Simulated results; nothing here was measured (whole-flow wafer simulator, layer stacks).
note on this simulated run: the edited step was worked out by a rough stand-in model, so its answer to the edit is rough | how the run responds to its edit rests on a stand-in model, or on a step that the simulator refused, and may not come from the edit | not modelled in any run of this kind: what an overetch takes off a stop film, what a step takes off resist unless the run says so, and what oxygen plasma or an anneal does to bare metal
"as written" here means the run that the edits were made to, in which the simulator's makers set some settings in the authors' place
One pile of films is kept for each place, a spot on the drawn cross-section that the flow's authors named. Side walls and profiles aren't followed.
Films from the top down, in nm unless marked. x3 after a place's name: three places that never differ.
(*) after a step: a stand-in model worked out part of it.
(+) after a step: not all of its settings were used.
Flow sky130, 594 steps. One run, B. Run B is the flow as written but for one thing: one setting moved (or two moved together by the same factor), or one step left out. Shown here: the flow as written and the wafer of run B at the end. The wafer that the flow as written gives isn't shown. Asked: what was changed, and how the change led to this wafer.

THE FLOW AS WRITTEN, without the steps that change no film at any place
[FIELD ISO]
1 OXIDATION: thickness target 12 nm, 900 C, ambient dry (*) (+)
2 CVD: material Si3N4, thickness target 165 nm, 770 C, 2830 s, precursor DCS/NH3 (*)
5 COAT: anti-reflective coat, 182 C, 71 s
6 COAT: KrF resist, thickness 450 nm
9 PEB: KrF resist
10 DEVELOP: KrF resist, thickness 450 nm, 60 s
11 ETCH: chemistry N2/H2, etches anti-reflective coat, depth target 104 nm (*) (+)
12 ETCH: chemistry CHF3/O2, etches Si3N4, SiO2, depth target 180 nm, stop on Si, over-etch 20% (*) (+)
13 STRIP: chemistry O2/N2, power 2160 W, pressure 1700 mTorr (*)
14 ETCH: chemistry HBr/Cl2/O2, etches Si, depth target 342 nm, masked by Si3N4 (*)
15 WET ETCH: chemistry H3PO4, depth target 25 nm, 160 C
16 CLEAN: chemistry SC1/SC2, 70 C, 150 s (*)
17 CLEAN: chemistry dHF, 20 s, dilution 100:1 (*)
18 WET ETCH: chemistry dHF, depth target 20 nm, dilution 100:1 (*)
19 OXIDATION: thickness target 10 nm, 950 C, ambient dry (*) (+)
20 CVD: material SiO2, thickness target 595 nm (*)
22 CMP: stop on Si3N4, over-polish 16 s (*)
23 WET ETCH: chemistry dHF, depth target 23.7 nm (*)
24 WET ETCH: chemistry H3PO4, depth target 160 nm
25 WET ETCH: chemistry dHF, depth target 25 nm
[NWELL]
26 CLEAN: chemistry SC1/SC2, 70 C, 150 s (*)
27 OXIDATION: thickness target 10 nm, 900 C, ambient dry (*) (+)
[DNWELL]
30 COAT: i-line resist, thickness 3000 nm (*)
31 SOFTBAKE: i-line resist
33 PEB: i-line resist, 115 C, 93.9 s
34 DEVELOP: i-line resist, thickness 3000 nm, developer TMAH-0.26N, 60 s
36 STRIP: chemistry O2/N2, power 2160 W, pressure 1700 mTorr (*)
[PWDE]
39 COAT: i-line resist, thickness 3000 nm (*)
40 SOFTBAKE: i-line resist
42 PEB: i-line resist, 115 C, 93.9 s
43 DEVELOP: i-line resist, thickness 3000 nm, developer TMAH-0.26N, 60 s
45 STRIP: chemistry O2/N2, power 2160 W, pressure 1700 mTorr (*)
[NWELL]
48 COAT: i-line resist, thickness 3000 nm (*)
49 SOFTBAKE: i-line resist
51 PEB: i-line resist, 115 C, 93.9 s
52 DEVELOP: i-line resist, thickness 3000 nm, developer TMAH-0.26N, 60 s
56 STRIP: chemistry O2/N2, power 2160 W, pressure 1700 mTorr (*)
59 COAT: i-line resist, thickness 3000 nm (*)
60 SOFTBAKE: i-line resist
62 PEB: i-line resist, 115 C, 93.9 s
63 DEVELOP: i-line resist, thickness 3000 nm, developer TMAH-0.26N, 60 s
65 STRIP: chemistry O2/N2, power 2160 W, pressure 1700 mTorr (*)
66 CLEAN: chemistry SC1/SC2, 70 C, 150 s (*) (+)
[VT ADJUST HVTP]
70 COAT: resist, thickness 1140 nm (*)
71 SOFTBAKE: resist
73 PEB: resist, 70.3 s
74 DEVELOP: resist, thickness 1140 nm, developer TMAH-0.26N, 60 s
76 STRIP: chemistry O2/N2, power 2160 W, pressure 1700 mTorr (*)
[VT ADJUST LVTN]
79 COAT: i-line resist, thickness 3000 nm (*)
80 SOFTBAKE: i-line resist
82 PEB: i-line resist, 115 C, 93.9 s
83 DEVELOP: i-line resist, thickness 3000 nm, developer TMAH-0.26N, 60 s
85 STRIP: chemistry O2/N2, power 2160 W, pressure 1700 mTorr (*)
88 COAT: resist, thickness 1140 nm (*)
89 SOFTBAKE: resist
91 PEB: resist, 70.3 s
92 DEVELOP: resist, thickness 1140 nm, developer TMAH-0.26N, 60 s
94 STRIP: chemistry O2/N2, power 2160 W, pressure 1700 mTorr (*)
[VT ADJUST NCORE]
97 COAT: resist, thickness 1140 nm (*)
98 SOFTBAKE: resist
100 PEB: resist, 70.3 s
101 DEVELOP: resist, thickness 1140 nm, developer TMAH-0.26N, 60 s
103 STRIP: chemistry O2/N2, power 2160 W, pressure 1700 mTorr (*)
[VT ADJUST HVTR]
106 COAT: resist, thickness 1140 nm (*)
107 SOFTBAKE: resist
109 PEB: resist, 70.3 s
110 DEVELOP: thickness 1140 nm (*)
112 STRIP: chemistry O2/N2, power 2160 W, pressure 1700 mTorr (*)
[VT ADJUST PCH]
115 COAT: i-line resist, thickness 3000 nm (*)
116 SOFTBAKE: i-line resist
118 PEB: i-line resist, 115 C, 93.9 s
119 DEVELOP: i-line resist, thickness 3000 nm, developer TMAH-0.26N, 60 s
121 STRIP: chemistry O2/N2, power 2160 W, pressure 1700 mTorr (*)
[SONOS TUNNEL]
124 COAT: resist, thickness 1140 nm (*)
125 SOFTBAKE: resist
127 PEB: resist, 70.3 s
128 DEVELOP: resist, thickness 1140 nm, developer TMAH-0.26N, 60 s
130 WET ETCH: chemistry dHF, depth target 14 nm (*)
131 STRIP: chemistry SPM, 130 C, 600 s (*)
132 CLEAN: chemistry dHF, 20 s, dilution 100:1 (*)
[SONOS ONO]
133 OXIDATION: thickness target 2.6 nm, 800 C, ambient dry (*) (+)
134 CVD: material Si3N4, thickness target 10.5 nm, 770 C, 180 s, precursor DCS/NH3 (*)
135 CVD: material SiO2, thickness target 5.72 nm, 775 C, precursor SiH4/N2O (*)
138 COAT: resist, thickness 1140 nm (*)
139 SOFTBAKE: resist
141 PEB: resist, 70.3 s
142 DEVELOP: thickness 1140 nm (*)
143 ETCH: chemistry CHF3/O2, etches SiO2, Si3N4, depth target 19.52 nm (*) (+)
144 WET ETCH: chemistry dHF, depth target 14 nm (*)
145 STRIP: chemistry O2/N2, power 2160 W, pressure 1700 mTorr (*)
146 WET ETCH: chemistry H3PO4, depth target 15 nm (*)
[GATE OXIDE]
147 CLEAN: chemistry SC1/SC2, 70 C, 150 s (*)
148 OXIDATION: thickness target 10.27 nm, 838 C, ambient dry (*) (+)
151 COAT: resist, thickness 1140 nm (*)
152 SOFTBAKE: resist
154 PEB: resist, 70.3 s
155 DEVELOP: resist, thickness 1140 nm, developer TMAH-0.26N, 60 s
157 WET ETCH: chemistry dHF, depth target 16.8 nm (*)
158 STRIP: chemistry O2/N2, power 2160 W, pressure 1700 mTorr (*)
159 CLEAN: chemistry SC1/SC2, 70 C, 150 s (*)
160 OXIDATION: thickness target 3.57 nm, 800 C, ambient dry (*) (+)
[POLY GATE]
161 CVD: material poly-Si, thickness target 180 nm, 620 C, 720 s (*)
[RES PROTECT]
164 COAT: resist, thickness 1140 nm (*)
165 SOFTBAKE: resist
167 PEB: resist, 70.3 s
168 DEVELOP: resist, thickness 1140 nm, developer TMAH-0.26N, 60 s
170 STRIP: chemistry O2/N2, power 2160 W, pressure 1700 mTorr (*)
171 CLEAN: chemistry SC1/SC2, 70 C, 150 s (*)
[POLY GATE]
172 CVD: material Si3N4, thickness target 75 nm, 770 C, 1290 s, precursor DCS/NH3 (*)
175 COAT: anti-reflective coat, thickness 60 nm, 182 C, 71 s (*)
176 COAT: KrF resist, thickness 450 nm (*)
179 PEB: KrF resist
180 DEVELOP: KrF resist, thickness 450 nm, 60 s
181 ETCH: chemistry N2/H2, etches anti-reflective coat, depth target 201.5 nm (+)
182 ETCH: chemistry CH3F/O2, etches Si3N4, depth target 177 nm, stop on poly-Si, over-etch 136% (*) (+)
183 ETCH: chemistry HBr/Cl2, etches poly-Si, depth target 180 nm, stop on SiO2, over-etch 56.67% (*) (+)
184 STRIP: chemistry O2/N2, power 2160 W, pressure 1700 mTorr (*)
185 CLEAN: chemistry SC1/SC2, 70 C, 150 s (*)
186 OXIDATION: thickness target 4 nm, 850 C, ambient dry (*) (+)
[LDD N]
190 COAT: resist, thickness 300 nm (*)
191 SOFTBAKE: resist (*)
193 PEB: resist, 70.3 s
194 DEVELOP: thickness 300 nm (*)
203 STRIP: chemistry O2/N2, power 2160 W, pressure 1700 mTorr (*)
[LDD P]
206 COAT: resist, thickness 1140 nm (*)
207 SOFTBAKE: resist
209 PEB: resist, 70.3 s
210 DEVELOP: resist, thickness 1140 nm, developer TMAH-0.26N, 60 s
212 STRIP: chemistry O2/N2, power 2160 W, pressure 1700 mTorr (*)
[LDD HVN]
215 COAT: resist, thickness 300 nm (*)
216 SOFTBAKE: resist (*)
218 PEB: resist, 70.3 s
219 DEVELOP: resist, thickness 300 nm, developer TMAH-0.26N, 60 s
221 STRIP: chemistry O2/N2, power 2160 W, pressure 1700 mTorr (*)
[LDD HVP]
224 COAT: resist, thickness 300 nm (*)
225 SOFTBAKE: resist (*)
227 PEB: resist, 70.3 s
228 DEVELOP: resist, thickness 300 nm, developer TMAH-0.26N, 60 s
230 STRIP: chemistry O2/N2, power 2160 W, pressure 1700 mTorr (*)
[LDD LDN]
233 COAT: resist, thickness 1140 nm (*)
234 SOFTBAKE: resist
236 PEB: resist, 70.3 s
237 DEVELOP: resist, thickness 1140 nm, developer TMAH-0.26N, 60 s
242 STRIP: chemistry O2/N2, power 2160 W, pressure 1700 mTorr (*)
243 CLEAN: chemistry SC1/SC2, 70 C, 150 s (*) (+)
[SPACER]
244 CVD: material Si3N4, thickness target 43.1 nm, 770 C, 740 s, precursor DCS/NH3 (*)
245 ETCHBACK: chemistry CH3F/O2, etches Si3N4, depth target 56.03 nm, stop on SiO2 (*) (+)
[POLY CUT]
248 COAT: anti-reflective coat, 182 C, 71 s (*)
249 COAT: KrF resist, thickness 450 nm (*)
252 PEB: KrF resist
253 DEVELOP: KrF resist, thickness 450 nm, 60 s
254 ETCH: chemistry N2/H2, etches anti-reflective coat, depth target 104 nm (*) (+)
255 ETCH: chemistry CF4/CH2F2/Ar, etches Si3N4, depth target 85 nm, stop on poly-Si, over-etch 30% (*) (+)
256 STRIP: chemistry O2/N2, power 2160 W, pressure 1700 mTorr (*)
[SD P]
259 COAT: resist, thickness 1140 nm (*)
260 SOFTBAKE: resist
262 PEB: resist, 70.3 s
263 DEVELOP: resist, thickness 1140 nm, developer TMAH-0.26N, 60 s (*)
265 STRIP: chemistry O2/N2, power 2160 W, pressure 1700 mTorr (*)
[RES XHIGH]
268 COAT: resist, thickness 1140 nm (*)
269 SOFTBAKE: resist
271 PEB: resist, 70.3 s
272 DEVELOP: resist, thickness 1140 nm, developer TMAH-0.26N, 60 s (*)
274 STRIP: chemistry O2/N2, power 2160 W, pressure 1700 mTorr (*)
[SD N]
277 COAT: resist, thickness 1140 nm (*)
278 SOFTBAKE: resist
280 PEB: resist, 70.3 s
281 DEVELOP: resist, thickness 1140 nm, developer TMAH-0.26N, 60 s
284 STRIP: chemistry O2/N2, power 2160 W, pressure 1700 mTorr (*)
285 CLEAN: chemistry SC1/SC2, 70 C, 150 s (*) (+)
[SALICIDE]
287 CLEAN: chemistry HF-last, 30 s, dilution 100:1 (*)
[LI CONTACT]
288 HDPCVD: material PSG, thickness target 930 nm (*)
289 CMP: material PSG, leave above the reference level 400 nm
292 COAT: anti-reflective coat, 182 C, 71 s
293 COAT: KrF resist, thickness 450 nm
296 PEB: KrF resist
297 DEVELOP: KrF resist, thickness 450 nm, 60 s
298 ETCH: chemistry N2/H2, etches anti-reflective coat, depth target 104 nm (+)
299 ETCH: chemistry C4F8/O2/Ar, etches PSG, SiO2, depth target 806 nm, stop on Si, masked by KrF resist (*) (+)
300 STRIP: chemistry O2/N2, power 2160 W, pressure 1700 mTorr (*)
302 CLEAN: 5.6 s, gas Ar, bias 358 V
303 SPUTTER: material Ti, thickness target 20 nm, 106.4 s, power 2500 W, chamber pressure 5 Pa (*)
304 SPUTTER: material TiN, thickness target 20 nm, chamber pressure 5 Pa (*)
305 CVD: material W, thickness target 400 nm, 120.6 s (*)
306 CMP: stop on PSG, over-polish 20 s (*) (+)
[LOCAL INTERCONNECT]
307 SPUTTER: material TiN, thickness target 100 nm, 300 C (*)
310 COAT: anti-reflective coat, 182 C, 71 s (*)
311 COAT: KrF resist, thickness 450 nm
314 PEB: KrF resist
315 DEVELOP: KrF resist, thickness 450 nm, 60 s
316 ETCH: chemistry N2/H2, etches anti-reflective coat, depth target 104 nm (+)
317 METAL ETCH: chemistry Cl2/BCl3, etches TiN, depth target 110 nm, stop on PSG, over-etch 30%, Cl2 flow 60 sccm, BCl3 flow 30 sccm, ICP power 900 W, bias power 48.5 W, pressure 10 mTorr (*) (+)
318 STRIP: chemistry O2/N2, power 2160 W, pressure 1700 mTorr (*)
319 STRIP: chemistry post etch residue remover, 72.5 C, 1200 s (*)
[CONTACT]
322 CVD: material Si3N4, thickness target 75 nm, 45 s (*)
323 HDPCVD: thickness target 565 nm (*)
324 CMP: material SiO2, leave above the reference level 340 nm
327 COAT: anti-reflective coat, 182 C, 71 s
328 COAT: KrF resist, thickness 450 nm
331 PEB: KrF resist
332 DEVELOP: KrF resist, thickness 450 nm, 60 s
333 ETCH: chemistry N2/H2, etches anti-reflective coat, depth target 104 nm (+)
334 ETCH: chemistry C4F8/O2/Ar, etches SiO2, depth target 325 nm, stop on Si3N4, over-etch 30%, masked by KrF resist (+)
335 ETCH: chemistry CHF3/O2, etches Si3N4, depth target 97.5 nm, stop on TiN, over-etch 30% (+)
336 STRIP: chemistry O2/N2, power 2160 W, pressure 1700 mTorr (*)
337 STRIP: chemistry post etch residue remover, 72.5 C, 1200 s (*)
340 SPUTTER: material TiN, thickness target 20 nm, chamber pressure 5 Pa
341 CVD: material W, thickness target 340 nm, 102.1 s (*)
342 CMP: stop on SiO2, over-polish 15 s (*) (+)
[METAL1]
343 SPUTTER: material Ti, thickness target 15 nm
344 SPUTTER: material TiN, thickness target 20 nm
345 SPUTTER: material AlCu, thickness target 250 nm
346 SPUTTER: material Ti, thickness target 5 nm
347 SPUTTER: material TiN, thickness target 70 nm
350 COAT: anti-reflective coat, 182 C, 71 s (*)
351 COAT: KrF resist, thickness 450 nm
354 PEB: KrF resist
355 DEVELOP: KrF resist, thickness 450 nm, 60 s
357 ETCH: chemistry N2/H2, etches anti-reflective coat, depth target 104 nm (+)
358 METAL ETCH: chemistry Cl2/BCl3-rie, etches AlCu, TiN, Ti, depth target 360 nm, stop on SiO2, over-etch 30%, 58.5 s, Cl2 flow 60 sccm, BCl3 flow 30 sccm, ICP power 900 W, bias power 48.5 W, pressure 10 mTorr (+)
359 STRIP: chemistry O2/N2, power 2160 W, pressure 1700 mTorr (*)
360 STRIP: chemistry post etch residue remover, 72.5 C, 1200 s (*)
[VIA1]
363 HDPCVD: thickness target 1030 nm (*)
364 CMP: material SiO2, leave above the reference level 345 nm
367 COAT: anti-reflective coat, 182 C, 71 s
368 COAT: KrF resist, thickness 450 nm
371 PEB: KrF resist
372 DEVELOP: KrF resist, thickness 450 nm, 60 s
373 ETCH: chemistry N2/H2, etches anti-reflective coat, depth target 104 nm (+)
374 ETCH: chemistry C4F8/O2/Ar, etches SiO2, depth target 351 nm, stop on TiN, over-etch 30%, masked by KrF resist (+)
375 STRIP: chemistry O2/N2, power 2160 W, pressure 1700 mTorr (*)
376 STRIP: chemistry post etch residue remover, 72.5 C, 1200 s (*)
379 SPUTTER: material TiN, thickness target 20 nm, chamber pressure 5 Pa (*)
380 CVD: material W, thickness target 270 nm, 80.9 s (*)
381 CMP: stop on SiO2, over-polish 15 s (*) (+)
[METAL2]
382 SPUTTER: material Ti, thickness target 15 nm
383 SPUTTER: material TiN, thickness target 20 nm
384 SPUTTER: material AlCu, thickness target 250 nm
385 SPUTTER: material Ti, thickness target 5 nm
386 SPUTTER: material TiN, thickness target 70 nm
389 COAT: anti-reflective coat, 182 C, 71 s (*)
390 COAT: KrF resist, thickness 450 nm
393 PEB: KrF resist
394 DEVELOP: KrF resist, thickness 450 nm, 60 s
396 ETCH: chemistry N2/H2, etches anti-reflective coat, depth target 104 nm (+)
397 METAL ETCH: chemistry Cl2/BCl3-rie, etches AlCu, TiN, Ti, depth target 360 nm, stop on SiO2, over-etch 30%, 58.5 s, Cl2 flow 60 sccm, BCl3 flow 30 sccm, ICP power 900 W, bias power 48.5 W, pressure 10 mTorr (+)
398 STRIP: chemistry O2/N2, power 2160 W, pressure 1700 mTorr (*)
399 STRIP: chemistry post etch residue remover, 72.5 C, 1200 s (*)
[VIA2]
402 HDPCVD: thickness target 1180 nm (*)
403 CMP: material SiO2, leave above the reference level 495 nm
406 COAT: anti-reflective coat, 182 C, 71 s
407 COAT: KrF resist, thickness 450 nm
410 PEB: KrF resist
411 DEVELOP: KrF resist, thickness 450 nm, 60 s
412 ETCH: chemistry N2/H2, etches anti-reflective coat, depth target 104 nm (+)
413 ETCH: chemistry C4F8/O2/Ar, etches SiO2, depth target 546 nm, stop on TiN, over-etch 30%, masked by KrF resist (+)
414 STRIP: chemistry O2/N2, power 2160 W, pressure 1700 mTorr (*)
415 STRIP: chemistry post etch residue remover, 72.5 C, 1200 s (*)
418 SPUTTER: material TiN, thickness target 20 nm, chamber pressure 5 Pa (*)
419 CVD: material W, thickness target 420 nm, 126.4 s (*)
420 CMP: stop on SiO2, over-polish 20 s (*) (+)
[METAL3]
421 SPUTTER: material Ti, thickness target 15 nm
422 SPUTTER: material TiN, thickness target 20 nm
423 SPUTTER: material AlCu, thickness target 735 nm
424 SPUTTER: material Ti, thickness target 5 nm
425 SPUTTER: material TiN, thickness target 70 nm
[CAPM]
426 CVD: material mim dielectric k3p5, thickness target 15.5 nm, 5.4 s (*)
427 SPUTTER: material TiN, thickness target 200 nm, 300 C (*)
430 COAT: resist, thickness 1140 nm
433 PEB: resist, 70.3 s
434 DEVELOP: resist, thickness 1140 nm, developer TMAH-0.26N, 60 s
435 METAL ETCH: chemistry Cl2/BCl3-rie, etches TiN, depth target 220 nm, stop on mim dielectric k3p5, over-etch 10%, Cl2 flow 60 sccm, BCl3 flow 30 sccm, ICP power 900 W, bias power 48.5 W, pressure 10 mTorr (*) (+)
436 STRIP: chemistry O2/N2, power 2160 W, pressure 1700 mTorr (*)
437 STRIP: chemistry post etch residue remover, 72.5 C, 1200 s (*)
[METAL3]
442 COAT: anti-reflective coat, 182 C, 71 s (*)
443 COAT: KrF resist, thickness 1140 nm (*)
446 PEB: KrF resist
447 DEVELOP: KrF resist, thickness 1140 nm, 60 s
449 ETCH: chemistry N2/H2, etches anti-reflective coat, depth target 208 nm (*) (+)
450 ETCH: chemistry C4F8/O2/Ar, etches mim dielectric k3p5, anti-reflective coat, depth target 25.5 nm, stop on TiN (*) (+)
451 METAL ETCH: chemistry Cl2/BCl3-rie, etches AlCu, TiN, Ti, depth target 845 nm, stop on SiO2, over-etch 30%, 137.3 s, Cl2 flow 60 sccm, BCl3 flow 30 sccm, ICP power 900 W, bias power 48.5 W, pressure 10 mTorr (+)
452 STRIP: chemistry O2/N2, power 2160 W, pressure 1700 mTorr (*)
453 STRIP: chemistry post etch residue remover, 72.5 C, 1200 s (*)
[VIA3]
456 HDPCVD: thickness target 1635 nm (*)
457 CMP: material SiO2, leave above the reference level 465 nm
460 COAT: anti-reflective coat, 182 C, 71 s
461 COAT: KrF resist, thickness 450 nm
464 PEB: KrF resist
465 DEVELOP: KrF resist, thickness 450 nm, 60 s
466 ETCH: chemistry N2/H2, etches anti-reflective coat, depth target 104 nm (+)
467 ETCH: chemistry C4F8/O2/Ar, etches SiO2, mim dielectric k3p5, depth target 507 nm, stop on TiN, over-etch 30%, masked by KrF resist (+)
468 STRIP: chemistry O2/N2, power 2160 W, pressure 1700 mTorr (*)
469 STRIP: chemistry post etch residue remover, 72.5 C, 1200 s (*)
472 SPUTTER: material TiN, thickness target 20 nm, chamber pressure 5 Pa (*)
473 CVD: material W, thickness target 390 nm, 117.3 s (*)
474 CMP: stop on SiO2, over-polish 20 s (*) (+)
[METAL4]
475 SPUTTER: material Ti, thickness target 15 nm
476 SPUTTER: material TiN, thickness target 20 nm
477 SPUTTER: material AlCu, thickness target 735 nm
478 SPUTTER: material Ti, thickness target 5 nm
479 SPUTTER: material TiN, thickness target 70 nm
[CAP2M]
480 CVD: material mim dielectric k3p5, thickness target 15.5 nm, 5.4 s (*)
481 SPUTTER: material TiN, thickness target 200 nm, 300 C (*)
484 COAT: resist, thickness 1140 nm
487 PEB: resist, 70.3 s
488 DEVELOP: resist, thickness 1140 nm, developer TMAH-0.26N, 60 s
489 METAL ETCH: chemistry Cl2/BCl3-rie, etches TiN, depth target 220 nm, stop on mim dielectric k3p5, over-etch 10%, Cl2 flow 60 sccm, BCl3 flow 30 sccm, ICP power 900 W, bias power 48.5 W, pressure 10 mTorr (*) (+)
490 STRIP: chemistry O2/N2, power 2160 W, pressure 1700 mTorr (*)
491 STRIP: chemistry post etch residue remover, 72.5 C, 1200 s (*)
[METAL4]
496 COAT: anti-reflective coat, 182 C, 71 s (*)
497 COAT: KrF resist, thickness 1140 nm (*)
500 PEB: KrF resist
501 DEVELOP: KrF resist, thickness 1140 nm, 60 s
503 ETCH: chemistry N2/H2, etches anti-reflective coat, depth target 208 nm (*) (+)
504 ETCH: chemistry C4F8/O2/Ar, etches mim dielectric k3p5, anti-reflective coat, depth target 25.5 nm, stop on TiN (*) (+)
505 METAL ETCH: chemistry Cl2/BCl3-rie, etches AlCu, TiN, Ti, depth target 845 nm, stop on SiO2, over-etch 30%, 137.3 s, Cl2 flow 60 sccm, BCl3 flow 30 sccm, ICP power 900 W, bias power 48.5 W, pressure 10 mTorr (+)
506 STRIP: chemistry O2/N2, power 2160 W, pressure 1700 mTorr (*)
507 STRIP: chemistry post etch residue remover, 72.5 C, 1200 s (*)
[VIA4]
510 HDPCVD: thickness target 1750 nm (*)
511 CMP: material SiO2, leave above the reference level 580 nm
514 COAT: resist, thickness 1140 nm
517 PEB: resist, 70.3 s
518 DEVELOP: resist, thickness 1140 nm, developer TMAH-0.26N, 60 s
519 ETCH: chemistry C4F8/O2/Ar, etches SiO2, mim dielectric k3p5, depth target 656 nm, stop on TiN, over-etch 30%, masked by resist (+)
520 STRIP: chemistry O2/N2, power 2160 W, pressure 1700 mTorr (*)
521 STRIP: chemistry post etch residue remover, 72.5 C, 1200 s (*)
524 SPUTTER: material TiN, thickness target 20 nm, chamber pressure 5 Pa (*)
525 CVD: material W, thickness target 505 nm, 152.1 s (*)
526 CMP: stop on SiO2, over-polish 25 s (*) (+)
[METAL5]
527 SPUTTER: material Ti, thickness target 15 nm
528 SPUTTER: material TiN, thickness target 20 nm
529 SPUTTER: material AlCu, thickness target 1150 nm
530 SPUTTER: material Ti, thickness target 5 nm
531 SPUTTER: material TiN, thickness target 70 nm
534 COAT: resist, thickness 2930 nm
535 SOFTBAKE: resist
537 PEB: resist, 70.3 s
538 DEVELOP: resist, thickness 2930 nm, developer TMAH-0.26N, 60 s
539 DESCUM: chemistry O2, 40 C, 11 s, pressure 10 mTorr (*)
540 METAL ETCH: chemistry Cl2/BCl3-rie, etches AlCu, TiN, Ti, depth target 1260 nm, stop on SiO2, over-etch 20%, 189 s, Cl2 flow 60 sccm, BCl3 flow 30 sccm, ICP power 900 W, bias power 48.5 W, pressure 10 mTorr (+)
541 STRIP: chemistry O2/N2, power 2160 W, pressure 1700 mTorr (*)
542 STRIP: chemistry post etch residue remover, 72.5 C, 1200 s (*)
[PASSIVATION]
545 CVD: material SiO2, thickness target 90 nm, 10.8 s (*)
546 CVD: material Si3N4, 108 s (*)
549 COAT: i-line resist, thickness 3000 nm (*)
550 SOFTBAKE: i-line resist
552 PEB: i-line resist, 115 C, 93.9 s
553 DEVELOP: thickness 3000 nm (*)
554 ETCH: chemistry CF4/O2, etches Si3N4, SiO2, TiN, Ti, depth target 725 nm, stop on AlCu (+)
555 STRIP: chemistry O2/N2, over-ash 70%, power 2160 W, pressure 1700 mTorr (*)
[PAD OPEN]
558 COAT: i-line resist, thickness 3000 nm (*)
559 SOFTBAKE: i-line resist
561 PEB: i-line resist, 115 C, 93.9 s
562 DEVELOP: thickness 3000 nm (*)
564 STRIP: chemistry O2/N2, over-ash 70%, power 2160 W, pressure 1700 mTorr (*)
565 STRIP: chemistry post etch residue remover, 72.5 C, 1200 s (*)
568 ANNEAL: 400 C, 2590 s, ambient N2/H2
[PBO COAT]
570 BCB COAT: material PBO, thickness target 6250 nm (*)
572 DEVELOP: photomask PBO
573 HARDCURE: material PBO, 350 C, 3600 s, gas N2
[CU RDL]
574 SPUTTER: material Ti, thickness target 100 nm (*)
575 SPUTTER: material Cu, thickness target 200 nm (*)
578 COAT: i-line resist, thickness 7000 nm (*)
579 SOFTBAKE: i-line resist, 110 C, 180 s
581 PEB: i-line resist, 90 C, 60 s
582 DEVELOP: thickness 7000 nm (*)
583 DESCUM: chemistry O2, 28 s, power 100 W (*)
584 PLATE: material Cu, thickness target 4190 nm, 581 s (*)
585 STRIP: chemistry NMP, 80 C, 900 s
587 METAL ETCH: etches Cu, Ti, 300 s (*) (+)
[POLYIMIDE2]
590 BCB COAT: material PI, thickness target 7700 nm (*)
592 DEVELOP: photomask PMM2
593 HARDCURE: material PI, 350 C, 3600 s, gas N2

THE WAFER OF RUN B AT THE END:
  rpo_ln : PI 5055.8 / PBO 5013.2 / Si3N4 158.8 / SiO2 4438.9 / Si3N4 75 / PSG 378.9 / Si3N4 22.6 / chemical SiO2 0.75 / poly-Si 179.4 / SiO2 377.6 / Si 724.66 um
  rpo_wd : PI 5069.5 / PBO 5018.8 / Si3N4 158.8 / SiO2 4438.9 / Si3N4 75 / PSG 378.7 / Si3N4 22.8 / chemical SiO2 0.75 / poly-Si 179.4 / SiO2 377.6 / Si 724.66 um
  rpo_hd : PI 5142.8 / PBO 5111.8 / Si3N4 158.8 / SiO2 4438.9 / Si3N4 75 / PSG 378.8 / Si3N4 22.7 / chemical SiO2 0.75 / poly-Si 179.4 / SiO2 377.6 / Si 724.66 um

The cause: step 255, ETCH: depth target 38.2 nm was run, where the flow has depth target 85 nm.

How the change led to this, step by step:
  255 ETCH: chemistry CF4/CH2F2/Ar, etches Si3N4, depth target 85 nm, stop on poly-Si, over-etch 30% (*) (+)
      rpo_wd, rxpo_wd: Si3N4 -38.2 (as written it would be: Si3N4 -61.6 (all of it), chemical SiO2 -0.75 (all of it))
      poly_licon: Si3N4 -38.2 (as written it would be: Si3N4 -61.9 (all of it), chemical SiO2 -0.76 (all of it))
      (and at 187 more places)
  256 STRIP: chemistry O2/N2, power 2160 W, pressure 1700 mTorr (*)
      poly_licon, rpo_ln, rpo_wd, rpo_hd, rpo_hd_licon, rxpo_ln, rxpo_wd: nothing (as written it would be: chemical SiO2 +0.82 (new film), poly-Si -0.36)
      dice_street, dep_dnw_sti, iso_dnw_wall, grade_field_poly, de16_nwb_sti: KrF resist -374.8 (all of it), anti-reflective coat -80 (all of it) (as written it would be: KrF resist -353.2 (all of it), anti-reflective coat -80 (all of it))
      (and at 178 more places)
  260 SOFTBAKE: resist
      mim: resist +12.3 (as written it would be: resist +10.8)
      nw_fld: resist +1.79 (as written it would be: resist +1.28)
      (and at 14 more places)
  269 SOFTBAKE: resist
      mim: resist +12.3 (as written it would be: resist +10.8)
      nw_fld: resist +1.79 (as written it would be: resist +1.28)
      (and at 14 more places)
  278 SOFTBAKE: resist
      mim: resist +12.3 (as written it would be: resist +10.8)
      nw_fld__w1: resist +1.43 (as written it would be: resist +0.73)
      (and at 14 more places)
  287 CLEAN: chemistry HF-last, 30 s, dilution 100:1 (*)
      rpo_ln, rpo_wd, rpo_hd, rpo_hd_licon, rxpo_ln, rxpo_wd: Si3N4 -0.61 (as written it would be: chemical SiO2 -0.77 (all of it))
      poly_licon: Si3N4 -0.61 (as written it would be: chemical SiO2 -0.76 (all of it))
  289 CMP: material PSG, leave above the reference level 400 nm
      rpo_wd, rpo_hd, rxpo_wd: PSG -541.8 (as written it would be: PSG -517.7)
      poly_licon, rpo_hd_licon: PSG -542.1 (as written it would be: PSG -517.7)
      (and at 2 more places)
  299 ETCH: chemistry C4F8/O2/Ar, etches PSG, SiO2, depth target 806 nm, stop on Si, masked by KrF resist (*) (+)
      poly_licon: PSG -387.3 (all of it), Si3N4 -23 (all of it), chemical SiO2 -0.76 (all of it) (as written it would be: PSG -411.7 (all of it))
      rpo_hd_licon: PSG -387.3 (all of it), Si3N4 -23 (all of it), chemical SiO2 -0.75 (all of it) (as written it would be: PSG -411.7 (all of it))
  306 CMP: stop on PSG, over-polish 20 s (*) (+)
      poly_licon: W -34 (as written it would be: W -33.3)
